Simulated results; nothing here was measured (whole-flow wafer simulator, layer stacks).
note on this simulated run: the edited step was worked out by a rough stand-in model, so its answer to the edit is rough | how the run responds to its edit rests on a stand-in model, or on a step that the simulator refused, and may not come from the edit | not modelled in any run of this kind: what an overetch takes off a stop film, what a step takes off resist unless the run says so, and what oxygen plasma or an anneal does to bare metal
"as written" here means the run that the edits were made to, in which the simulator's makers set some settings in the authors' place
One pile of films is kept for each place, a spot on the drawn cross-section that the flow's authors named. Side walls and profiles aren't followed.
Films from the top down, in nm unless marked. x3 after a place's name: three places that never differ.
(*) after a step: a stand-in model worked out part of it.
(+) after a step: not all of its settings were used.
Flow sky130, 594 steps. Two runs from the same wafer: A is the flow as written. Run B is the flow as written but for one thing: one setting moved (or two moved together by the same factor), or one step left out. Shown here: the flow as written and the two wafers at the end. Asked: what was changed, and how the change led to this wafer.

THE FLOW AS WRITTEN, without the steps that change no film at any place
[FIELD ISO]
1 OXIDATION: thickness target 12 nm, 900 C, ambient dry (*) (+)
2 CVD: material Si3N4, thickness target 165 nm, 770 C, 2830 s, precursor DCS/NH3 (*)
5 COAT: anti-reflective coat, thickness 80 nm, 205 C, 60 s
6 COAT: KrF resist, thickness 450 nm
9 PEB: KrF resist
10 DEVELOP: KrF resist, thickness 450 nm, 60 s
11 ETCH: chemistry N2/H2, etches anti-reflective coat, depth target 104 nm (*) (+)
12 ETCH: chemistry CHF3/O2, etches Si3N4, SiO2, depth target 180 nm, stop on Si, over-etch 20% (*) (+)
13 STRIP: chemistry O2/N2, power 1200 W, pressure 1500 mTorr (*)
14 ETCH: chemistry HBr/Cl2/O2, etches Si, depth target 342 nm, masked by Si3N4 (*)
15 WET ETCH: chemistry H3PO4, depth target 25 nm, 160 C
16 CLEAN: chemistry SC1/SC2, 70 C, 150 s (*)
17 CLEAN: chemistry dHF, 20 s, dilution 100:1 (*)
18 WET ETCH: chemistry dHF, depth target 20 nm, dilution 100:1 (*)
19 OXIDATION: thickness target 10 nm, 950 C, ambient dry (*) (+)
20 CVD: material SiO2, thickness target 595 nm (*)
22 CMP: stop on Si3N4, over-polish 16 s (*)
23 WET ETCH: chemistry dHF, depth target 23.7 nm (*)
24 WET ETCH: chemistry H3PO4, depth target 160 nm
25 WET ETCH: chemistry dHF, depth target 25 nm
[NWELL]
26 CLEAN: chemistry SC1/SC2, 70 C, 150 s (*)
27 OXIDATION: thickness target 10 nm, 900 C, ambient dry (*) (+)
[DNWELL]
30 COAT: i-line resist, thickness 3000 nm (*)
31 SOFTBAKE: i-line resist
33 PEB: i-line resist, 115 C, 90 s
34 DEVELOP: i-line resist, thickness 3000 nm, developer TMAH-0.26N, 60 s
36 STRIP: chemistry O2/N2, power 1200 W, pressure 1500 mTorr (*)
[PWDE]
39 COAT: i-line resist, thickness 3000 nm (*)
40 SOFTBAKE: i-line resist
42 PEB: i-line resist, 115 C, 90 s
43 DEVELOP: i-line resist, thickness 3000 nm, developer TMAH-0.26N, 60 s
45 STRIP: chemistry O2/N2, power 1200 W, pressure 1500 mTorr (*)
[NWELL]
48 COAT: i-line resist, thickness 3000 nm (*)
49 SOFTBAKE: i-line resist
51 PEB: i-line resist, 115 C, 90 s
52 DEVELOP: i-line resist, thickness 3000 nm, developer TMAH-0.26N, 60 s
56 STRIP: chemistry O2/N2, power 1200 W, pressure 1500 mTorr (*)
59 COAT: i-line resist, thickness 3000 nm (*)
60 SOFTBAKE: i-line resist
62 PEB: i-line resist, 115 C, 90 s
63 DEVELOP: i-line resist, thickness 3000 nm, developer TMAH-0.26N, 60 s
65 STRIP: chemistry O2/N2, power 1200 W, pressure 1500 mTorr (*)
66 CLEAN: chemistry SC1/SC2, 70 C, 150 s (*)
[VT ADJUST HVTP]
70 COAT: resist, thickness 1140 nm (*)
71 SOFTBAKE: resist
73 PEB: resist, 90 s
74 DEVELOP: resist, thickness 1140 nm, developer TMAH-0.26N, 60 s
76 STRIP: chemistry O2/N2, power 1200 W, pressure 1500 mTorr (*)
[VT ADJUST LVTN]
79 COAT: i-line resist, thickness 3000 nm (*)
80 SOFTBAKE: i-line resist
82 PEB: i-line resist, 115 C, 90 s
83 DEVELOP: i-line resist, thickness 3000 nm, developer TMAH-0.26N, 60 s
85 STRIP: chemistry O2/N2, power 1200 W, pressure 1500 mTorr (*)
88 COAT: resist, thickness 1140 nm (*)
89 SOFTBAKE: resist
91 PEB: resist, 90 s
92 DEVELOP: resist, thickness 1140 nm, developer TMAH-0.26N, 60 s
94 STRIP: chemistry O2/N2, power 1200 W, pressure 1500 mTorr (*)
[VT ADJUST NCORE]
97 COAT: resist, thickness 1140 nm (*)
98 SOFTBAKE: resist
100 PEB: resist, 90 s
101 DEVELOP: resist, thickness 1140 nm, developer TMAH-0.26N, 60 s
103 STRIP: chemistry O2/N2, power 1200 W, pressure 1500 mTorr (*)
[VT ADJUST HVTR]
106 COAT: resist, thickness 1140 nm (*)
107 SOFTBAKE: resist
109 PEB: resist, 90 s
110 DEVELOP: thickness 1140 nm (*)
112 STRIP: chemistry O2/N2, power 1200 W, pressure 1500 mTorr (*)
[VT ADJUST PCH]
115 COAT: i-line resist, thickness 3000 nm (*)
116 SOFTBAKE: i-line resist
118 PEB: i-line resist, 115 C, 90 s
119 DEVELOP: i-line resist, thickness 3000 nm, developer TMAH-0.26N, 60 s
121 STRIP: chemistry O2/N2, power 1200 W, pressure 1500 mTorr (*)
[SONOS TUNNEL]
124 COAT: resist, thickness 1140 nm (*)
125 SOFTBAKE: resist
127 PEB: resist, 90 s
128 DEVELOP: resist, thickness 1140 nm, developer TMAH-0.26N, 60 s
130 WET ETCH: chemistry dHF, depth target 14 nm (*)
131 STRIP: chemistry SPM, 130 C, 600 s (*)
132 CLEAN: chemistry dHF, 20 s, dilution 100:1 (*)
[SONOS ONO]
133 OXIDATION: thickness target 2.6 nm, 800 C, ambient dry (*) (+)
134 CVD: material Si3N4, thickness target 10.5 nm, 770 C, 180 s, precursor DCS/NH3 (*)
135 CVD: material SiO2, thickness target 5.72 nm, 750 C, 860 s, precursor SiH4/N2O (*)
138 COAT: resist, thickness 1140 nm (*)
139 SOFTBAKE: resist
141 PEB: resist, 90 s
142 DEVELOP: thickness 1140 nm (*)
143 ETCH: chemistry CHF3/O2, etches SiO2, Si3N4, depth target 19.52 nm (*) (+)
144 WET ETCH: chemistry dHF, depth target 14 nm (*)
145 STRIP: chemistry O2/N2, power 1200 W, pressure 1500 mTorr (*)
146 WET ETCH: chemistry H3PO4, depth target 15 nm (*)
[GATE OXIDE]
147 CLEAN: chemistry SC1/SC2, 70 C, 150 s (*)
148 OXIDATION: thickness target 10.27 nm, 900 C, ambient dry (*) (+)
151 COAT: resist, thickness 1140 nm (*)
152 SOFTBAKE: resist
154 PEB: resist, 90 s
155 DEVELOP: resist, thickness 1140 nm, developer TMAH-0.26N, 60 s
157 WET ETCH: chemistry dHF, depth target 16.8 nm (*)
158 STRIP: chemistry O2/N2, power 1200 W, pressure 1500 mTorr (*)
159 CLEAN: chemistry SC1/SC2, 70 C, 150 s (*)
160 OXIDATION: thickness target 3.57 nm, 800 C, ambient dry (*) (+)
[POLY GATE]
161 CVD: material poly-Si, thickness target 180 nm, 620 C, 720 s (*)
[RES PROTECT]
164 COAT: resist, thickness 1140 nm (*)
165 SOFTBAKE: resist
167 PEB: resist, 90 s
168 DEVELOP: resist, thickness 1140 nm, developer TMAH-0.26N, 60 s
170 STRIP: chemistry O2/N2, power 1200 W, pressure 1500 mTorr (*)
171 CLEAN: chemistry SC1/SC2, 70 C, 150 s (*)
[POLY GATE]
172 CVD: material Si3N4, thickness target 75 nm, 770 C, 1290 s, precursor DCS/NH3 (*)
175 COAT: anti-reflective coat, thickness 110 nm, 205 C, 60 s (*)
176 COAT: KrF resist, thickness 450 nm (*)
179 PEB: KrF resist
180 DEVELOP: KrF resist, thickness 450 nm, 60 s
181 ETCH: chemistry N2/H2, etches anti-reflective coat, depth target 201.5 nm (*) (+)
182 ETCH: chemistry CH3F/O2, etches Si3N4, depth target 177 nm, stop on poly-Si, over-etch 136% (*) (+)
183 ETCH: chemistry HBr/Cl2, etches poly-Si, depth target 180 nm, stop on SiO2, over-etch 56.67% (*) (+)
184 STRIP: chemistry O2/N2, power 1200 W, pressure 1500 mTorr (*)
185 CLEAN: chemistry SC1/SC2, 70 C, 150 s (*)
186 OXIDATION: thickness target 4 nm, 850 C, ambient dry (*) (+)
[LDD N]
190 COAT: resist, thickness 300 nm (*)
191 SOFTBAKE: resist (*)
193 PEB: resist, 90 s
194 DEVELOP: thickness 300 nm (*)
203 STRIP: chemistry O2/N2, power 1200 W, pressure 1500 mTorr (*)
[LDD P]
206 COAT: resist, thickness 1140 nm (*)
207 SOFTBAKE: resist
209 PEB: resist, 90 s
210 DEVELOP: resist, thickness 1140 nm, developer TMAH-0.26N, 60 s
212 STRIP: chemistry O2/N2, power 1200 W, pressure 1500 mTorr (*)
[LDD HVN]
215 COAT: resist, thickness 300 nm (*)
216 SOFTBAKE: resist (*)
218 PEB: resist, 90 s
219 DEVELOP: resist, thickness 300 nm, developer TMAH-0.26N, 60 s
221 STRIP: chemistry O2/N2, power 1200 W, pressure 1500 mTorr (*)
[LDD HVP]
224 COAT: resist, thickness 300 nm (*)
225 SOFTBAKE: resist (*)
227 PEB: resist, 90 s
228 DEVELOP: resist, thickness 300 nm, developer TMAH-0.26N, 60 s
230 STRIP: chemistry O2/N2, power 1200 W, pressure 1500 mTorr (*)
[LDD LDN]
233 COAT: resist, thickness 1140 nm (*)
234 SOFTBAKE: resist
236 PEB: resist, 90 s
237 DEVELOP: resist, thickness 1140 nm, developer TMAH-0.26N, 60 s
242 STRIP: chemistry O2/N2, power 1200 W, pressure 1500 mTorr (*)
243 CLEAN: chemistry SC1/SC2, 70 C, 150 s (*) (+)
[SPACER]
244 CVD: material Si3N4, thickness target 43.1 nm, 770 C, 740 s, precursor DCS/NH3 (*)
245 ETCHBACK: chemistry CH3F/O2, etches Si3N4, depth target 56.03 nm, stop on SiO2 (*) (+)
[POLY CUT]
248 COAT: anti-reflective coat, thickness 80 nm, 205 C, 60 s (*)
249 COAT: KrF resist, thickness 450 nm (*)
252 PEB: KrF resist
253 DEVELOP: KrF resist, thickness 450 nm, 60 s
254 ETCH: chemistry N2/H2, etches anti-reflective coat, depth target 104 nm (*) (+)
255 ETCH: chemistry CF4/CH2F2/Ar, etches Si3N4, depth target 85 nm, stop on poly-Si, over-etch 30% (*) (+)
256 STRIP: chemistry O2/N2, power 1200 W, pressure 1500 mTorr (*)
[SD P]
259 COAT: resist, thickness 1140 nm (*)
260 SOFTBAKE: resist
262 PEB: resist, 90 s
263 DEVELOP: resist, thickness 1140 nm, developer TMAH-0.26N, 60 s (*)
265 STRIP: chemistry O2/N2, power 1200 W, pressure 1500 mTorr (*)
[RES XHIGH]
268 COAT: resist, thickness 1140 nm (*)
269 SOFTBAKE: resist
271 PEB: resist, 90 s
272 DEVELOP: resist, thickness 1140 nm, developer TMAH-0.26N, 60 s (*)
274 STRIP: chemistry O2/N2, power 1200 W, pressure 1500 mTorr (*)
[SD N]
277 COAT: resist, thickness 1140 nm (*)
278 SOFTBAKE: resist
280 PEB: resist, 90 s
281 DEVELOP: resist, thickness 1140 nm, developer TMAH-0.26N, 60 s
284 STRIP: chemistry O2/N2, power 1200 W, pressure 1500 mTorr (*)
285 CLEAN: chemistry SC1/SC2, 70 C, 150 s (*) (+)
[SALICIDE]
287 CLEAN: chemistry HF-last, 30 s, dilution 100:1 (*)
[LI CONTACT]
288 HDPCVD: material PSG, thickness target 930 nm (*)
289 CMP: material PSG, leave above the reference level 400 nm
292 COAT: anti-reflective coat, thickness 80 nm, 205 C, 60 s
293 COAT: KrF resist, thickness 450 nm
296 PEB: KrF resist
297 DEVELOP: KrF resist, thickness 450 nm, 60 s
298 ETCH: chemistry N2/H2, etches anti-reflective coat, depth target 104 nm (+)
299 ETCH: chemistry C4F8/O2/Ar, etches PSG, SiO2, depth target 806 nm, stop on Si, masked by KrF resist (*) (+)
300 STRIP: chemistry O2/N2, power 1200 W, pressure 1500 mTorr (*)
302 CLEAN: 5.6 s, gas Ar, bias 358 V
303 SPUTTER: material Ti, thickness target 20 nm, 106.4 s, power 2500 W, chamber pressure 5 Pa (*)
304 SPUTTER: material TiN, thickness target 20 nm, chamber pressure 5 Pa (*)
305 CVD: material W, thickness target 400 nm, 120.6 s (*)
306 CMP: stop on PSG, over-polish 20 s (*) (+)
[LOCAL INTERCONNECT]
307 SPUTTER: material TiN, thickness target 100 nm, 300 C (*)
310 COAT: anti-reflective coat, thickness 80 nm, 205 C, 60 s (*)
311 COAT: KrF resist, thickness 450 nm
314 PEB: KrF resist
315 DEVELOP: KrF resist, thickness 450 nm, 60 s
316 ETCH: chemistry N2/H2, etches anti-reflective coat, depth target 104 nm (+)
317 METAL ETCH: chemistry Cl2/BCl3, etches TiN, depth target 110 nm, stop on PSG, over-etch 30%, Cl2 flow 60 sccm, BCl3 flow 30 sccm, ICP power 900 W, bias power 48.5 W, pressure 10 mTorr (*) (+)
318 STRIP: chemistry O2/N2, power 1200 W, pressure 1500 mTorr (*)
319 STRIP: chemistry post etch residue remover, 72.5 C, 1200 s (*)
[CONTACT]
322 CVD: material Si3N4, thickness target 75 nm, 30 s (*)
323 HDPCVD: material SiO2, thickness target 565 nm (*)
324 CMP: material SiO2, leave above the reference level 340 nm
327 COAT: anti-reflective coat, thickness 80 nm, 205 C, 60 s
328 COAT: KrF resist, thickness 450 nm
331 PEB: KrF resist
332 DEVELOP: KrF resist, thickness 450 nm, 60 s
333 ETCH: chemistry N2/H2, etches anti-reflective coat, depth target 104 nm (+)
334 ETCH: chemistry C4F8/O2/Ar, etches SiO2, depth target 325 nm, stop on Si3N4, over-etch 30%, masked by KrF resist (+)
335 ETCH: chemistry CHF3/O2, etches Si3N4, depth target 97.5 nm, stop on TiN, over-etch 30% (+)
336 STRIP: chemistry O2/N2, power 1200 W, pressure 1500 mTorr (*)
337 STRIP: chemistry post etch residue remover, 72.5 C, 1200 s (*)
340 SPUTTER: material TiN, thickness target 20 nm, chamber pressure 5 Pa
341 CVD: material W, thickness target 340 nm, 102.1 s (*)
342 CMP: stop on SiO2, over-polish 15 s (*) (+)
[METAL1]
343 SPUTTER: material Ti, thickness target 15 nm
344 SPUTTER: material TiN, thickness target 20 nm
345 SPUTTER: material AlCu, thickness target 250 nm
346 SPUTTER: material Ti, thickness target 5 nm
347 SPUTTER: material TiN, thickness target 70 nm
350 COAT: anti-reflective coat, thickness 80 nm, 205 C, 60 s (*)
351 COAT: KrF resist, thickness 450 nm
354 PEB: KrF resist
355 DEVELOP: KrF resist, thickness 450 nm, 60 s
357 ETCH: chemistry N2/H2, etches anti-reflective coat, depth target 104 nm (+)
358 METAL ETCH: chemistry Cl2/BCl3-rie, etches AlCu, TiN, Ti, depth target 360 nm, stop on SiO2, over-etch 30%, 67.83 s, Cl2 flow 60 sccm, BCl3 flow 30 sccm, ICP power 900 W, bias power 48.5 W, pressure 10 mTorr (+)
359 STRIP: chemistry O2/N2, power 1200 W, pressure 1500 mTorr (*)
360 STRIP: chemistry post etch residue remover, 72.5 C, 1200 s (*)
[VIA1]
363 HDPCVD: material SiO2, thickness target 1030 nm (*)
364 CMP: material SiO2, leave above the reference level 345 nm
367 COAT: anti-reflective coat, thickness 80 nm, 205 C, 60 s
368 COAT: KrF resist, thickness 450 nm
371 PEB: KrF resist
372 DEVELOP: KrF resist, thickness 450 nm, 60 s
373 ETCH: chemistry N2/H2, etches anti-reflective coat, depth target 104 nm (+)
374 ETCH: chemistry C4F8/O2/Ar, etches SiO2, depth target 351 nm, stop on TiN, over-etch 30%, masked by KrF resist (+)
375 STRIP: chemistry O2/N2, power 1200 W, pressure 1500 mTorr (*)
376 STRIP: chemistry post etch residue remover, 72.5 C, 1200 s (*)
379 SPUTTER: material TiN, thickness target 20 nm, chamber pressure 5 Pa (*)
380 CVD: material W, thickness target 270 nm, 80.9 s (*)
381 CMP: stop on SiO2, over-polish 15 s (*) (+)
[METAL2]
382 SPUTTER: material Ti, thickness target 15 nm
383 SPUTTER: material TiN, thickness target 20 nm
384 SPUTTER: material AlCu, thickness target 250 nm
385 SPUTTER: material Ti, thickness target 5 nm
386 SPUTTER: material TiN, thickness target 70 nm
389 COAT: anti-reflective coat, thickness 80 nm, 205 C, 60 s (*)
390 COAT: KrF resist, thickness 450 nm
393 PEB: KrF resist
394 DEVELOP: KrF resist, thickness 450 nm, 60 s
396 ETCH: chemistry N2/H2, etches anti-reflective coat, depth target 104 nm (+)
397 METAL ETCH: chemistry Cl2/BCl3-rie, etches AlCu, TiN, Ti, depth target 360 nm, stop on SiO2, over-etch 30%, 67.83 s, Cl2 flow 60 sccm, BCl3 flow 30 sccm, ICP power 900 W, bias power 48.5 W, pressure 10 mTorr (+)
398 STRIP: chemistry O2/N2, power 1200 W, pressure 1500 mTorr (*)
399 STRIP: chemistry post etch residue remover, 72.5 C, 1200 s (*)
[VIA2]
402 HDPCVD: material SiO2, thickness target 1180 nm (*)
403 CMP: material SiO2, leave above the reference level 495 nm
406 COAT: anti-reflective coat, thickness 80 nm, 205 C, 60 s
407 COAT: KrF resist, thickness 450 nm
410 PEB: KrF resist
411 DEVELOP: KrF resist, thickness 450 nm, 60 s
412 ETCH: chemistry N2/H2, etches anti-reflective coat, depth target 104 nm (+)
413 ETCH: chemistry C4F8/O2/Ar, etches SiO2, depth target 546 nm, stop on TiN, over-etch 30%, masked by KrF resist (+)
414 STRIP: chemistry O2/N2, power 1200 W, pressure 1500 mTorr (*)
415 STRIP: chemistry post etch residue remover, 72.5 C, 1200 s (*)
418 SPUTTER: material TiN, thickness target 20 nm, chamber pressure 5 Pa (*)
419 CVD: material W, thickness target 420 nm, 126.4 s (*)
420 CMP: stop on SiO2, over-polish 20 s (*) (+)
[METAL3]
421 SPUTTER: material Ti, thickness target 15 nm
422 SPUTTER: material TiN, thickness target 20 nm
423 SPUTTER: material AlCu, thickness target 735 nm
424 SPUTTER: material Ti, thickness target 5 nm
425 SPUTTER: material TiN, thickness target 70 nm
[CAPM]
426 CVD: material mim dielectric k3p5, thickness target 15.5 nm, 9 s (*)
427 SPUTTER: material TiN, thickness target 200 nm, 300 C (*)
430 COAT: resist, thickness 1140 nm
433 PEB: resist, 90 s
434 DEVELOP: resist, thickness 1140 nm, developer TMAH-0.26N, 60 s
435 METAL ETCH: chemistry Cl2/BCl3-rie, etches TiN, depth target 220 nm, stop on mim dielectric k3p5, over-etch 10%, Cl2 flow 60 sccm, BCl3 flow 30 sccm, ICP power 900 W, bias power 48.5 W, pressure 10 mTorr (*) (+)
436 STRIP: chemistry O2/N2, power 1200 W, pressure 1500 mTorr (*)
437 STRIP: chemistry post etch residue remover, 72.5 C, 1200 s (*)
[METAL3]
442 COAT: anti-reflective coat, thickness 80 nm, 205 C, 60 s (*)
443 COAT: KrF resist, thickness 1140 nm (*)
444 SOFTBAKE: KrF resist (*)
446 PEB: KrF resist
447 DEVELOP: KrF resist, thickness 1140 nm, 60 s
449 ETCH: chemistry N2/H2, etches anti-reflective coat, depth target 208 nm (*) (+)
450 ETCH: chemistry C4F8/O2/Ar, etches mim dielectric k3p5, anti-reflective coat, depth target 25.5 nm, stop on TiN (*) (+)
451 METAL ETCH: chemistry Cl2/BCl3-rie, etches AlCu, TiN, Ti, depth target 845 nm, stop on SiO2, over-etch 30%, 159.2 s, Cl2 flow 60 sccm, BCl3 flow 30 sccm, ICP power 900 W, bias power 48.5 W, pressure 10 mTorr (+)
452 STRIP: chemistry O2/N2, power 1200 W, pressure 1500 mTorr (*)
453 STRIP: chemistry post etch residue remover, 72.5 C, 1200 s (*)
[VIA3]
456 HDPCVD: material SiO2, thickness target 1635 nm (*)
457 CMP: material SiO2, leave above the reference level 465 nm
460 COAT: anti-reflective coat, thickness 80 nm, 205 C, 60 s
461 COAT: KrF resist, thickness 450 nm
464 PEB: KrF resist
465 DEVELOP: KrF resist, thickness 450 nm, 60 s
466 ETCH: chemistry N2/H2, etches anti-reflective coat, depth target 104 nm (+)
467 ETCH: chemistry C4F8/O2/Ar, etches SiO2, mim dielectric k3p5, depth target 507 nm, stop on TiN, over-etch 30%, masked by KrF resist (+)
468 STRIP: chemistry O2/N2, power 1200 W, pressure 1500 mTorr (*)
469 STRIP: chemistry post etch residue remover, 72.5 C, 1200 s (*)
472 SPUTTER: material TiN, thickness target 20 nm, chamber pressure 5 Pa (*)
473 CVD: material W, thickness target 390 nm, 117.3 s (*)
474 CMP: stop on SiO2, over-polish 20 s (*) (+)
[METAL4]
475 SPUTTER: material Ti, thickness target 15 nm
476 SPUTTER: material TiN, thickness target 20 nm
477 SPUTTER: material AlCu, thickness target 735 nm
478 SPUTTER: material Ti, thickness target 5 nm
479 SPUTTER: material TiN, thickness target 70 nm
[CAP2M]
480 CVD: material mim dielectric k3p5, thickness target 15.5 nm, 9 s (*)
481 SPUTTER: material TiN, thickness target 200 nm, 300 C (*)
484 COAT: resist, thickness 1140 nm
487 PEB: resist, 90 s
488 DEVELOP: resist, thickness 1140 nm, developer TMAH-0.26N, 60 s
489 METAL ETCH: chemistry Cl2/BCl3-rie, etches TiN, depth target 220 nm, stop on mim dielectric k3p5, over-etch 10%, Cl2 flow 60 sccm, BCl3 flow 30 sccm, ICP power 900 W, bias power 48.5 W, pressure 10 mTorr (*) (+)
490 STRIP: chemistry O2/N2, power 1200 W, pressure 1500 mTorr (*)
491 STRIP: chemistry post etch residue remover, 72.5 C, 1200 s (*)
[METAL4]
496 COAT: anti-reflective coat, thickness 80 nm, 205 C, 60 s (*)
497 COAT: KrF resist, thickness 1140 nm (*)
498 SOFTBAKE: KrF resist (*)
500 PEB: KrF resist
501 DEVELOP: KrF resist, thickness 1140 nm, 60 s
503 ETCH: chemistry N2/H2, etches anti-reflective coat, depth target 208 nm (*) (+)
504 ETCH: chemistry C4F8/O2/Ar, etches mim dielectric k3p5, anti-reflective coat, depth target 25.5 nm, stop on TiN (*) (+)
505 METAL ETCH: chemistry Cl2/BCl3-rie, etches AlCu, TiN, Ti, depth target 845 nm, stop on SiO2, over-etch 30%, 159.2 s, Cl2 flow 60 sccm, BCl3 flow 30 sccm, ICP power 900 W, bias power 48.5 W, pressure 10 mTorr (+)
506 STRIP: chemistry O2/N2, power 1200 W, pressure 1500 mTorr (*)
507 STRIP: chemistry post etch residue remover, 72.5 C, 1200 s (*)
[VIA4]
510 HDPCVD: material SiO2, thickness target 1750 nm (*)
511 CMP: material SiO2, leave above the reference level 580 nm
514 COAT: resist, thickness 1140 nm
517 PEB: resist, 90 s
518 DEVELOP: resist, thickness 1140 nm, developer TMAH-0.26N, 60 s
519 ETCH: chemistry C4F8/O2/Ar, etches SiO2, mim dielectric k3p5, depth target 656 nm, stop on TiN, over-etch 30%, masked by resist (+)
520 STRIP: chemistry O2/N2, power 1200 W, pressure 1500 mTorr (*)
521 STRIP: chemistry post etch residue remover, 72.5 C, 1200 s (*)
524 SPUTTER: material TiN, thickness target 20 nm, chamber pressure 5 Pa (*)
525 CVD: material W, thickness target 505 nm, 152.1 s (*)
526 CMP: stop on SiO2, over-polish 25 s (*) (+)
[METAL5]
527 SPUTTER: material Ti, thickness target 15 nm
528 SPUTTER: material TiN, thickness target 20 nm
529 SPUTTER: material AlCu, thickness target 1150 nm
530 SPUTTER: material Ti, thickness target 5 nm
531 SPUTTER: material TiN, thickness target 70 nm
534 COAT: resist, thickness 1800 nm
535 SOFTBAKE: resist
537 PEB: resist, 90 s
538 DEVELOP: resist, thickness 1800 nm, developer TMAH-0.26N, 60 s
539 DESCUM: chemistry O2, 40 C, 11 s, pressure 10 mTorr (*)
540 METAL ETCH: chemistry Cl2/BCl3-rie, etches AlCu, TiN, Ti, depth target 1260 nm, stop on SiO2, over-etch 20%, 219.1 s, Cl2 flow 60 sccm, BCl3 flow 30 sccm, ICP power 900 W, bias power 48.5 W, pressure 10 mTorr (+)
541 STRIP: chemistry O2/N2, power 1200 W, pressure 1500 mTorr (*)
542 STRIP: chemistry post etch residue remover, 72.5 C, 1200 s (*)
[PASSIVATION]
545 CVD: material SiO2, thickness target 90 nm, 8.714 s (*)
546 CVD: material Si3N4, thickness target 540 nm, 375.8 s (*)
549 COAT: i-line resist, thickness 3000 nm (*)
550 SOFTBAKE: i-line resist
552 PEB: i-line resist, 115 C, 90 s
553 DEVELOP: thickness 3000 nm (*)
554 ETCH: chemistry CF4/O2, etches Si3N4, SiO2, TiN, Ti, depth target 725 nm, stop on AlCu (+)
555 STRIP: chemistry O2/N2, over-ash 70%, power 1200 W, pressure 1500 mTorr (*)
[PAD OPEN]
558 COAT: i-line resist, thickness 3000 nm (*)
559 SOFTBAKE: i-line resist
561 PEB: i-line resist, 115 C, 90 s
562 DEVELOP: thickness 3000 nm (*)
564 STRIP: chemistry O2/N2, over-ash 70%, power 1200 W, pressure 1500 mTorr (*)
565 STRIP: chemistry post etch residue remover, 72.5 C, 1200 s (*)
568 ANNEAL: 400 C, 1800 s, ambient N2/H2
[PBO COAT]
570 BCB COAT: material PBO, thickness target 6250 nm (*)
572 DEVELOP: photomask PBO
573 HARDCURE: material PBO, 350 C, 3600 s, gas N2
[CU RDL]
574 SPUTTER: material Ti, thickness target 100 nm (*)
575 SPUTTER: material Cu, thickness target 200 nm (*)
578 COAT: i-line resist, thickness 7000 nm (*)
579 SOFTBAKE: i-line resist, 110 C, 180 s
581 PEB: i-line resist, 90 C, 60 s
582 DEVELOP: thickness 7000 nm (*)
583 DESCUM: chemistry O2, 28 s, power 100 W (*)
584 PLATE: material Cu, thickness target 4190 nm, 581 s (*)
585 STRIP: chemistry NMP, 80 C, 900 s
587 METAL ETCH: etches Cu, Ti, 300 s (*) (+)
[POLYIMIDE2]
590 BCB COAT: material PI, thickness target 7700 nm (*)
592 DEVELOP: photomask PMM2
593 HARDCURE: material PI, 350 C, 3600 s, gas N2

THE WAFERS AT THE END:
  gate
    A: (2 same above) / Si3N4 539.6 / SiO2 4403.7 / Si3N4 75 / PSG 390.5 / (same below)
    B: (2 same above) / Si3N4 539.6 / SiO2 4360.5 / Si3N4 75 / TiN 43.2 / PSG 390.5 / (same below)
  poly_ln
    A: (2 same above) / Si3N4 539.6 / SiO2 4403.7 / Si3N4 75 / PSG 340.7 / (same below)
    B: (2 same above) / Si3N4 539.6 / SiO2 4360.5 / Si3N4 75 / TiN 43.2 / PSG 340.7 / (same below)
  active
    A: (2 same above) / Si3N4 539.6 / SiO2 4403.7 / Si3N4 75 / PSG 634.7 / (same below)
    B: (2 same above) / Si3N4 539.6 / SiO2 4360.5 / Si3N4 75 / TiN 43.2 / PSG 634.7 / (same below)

The cause: step 317, METAL ETCH: depth target 55 nm was run, where the flow has depth target 110 nm.

How the change led to this, step by step:
  317 METAL ETCH: chemistry Cl2/BCl3, etches TiN, depth target 110 nm, stop on PSG, over-etch 30%, Cl2 flow 60 sccm, BCl3 flow 30 sccm, ICP power 900 W, bias power 48.5 W, pressure 10 mTorr (*) (+)
      field, active, gate and 88 more: A TiN -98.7 (all of it) | B TiN -55
      n_well, p_well, gate_hv and 97 more: A KrF resist -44 | B KrF resist -22
  318 STRIP: chemistry O2/N2, power 1200 W, pressure 1500 mTorr (*)
      n_well, p_well, gate_hv and 93 more: A KrF resist -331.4 (all of it), anti-reflective coat -80 (all of it) | B KrF resist -353.4 (all of it), anti-reflective coat -80 (all of it)
      poly_licon, rpo_hd_licon: A KrF resist -331.5 (all of it), anti-reflective coat -80.4 (all of it) | B KrF resist -353.5 (all of it), anti-reflective coat -80.4 (all of it)
      (and at 2 more places)
  324 CMP: material SiO2, leave above the reference level 340 nm
      field, active, gate and 88 more: A SiO2 -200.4 | B SiO2 -243.7
Counting metal films that touch as one body, gate has 1 body; the flow as written gives 0 bodies.
Counting metal films that touch as one body, poly_ln has 1 body; the flow as written gives 0 bodies.
Counting metal films that touch as one body, active has 1 body; the flow as written gives 0 bodies.
